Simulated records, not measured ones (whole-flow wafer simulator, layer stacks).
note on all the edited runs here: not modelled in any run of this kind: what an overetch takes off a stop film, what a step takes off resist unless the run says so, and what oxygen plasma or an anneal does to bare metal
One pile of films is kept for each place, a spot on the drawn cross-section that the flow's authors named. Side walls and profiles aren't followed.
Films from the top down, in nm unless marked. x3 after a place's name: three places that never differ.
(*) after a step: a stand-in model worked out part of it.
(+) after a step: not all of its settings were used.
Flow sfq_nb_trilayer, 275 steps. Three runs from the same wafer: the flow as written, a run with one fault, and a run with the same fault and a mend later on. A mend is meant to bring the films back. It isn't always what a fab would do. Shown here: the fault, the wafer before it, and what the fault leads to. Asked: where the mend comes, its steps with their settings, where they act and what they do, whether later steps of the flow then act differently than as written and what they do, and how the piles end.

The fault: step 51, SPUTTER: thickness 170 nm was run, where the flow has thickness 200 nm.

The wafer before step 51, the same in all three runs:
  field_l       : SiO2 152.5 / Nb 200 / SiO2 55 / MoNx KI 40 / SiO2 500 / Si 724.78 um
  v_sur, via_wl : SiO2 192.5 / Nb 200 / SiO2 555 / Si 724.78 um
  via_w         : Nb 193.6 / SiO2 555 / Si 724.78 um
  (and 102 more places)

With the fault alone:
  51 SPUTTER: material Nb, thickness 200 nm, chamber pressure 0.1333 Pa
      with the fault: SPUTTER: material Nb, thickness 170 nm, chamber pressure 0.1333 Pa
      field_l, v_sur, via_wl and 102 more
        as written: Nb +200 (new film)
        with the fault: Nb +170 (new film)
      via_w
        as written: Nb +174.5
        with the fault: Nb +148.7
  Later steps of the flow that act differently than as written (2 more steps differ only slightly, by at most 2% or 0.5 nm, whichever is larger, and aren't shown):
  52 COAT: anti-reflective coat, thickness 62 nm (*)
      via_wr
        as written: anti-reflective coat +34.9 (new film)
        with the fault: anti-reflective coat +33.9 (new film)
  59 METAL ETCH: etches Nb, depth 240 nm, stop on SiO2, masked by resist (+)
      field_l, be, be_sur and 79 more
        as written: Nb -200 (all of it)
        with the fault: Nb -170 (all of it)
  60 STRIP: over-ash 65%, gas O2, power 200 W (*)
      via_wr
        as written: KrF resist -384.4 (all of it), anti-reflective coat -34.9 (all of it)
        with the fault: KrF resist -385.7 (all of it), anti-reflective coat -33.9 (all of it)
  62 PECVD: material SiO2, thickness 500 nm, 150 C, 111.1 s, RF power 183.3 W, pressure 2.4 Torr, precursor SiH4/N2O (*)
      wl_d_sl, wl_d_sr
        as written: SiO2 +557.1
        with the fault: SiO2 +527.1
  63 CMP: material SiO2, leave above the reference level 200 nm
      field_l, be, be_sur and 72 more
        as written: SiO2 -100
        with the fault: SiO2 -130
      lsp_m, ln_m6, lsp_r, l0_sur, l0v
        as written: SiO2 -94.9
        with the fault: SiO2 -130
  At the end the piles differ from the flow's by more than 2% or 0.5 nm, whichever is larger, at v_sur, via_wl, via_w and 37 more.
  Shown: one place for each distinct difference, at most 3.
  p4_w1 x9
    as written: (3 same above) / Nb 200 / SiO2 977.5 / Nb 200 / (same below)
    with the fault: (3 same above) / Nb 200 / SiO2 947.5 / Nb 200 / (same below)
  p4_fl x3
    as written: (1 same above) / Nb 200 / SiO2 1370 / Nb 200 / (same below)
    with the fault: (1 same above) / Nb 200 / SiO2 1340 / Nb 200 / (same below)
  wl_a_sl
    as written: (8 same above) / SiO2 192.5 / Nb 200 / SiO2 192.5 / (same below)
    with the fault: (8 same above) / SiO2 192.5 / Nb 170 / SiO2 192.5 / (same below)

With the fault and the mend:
  The mend comes after step 51.
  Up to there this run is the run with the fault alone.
  51a SPUTTER: material Nb, thickness 30 nm, chamber pressure 0.1333 Pa (the flow's step 51 once more, with other settings)
      field_l, v_sur, via_wl and 102 more
        Nb +30
      via_w
        Nb +23.1
  No later step of the flow acts differently than as written, at any place that is followed, by more than 2% or 0.5 nm, whichever is larger.
  At the end the piles differ from the flow's only slightly at the places that both follow, by at most 2% or 0.5 nm, whichever is larger.
